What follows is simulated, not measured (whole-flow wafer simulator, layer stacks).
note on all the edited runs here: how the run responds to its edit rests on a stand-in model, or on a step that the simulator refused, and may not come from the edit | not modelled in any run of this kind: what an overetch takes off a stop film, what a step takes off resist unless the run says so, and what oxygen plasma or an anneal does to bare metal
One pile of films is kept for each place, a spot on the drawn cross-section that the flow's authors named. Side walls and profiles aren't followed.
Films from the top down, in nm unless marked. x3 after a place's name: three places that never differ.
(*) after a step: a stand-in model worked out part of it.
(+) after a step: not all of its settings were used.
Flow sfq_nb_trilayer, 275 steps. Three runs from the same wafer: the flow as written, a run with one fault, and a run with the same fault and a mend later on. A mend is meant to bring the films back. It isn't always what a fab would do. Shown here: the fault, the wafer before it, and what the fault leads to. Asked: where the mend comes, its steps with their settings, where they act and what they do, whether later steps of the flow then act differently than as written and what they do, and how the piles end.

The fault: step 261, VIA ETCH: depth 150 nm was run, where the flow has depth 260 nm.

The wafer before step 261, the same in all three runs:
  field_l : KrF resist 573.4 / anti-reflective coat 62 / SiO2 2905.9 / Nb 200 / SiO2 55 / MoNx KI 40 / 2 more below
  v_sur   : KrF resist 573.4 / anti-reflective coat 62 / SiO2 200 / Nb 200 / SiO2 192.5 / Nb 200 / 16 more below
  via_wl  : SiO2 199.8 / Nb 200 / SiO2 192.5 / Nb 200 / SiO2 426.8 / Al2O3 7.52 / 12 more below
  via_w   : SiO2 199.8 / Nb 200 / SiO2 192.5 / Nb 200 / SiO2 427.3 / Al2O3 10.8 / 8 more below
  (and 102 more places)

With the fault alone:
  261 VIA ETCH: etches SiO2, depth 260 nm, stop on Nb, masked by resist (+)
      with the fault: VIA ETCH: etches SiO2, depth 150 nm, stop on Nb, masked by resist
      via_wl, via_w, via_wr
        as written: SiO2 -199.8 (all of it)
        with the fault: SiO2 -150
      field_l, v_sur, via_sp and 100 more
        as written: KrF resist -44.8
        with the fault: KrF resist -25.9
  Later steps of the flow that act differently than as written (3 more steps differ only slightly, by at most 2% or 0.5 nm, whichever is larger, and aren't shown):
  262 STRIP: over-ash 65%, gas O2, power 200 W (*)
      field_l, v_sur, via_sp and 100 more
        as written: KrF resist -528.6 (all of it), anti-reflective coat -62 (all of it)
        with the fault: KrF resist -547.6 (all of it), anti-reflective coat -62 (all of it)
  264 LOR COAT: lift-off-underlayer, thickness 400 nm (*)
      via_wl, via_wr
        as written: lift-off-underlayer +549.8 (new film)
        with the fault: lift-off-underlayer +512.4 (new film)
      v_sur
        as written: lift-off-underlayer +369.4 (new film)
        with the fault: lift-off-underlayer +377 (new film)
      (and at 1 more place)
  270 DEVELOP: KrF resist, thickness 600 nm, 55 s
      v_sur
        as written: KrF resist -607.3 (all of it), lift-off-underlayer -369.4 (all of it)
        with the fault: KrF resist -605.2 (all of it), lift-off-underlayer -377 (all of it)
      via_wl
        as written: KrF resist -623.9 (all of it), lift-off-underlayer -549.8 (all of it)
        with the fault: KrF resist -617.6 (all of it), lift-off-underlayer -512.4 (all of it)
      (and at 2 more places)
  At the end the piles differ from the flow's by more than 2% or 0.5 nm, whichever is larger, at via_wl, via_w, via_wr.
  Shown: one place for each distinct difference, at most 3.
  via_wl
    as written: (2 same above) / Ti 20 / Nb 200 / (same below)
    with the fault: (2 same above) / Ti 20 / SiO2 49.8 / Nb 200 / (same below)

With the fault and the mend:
  The mend comes after step 262.
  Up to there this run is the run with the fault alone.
  262a COAT: anti-reflective coat, thickness 62 nm (*) (the flow's step 254 once more)
      p4_fl x3, p4_w1 x9, p4_g1 x2 and 63 more
        anti-reflective coat +62 (new film)
      be_r, r_sur, res and 6 more
        anti-reflective coat +61.7 (new film)
      jj_sur, ce_l, c5j, ce_r, sp_r
        anti-reflective coat +61.6 (new film)
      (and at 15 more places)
  262b COAT: KrF resist, thickness 650 nm (*) (the flow's step 255 once more)
      p4_fl x3, p4_w1 x9, p4_g1 x2 and 63 more
        KrF resist +650 (new film)
      res, r_end, moat, field_r, lsp_l, l0_sur, l0v
        KrF resist +649.4 (new film)
      ln_m5, lsp_m, ln_m6, lsp_r
        KrF resist +649.5 (new film)
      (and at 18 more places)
  262c SOFTBAKE: KrF resist (the flow's step 256 once more)
      changes no film at any place that is followed
  262d EXPOSE: photomask I7, dose 11.93 mJ/cm2, NA 0.6, wavelength 248 nm (*) (the flow's step 257 once more)
      changes no film at any place that is followed
  262e PEB: KrF resist, 90 s (the flow's step 258 once more)
      ce_l, c5j, ce_r and 91 more
        KrF resist -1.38
      v_sur, via_v, wire, be, be_sur, gap, jj_sur
        KrF resist -1.37
      field_l, via_sp
        KrF resist -1.36
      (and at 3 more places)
  262f DEVELOP: KrF resist, thickness 650 nm, 60 s (the flow's step 259 once more)
      field_l, v_sur, via_sp and 100 more
        KrF resist -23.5
      via_wl
        KrF resist -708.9 (all of it)
      via_w
        KrF resist -749.4 (all of it)
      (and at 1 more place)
  262g VIA ETCH: etches anti-reflective coat, depth 125 nm, masked by resist (+) (the flow's step 260 once more)
      field_l, v_sur, via_sp and 100 more
        KrF resist -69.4
      via_wl, via_wr
        anti-reflective coat -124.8 (all of it)
      via_w
        anti-reflective coat -79.4 (all of it), SiO2 -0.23
  262h VIA ETCH: etches SiO2, depth 110 nm, stop on Nb, masked by resist (+) (the flow's step 261 once more, with other settings)
      field_l, v_sur, via_sp and 100 more
        KrF resist -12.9
      via_wl, via_wr
        SiO2 -49.8 (all of it)
      via_w
        SiO2 -49.6 (all of it)
  262i STRIP: over-ash 65%, gas O2, power 200 W (*) (the flow's step 262 once more)
      p4_fl x3, p4_w1 x9, p4_g1 x2 and 63 more
        KrF resist -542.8 (all of it), anti-reflective coat -62 (all of it)
      r_end, moat, field_r, lsp_l, ln_m5, lsp_m
        KrF resist -542.2 (all of it), anti-reflective coat -61.7 (all of it)
      ln_m6, lsp_r, l0_sur
        KrF resist -542.2 (all of it), anti-reflective coat -61.8 (all of it)
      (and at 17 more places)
  No later step of the flow acts differently than as written at any place that is followed.
  At the end the piles are the same as the flow's at every place that both follow.
